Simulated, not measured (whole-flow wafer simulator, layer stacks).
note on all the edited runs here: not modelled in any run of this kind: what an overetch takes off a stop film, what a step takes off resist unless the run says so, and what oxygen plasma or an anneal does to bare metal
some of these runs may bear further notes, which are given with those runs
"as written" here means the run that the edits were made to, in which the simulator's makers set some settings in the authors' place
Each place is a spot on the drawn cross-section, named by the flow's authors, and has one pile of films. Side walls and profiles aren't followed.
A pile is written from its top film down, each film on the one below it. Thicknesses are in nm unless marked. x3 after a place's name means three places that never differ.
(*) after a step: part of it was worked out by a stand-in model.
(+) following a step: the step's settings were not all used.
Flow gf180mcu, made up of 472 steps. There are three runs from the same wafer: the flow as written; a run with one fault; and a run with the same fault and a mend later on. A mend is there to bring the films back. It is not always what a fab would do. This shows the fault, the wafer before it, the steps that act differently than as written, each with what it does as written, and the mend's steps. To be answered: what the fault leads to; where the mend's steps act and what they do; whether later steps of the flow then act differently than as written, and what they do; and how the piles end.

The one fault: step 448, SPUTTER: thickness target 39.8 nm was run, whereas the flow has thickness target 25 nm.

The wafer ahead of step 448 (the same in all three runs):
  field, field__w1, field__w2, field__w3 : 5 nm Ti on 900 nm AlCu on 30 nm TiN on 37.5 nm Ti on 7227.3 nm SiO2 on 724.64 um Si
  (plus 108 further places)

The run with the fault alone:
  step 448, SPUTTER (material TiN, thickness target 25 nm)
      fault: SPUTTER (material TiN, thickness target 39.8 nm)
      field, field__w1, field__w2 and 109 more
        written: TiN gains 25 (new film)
        fault: TiN gains 39.8 (new film)
  Steps further on in the flow that do not act as written (not shown: 4 more steps that differ only slightly, by at most 2% or 0.5 nm, whichever is larger):
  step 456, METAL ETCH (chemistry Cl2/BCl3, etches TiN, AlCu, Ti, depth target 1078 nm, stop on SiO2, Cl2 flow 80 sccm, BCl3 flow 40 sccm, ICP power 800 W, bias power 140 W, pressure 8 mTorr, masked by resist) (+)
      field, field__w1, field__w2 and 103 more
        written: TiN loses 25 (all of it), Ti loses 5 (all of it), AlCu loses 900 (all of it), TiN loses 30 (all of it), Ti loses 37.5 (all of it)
        fault: TiN loses 39.8 (all of it), Ti loses 5 (all of it), AlCu loses 900 (all of it), TiN loses 30 (all of it), Ti loses 37.5 (all of it)
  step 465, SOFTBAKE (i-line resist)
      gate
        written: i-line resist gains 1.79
        fault: i-line resist loses 0.24
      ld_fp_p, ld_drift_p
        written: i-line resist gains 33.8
        fault: i-line resist gains 27.6
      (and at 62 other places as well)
  The piles end different from the flow's at field__w8, contact, m1, m1__w1, pad, m1_nw by more than 2% or 0.5 nm, whichever is larger.
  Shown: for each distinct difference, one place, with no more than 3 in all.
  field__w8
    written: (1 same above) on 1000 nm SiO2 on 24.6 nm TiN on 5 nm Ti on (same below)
    fault: (1 same above) on 1000 nm SiO2 on 39.4 nm TiN on 5 nm Ti on (same below)
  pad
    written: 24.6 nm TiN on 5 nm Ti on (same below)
    fault: 39.4 nm TiN on 5 nm Ti on (same below)

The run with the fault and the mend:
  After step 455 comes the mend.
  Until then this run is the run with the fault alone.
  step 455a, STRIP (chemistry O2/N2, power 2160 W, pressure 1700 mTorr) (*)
      field__w8, contact, m1, m1__w1, pad, m1_nw
        resist loses 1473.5 (all of it)
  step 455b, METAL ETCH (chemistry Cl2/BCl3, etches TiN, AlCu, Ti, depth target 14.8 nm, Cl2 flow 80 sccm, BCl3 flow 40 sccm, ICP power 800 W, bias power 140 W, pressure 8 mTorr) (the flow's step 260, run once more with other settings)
      field, field__w1, field__w2 and 109 more
        TiN loses 14.8
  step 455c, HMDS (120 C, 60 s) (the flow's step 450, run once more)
      alters no film at any place that is followed
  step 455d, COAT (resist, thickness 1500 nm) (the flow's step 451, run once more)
      field, field__w1, field__w2 and 109 more
        resist gains 1500 (new film)
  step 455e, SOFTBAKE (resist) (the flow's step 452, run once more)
      alters no film at any place that is followed
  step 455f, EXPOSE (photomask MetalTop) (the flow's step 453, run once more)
      alters no film at any place that is followed
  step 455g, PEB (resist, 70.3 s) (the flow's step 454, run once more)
      field, field__w1, field__w2 and 109 more
        resist loses 26.5
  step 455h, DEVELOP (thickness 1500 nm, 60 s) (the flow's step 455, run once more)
      field, field__w1, field__w2 and 103 more
        resist loses 1473.5 (all of it)
  Later steps of the flow that are run all act as written at every place that is followed.
  By the end, the piles equal the flow's at every place that both follow.
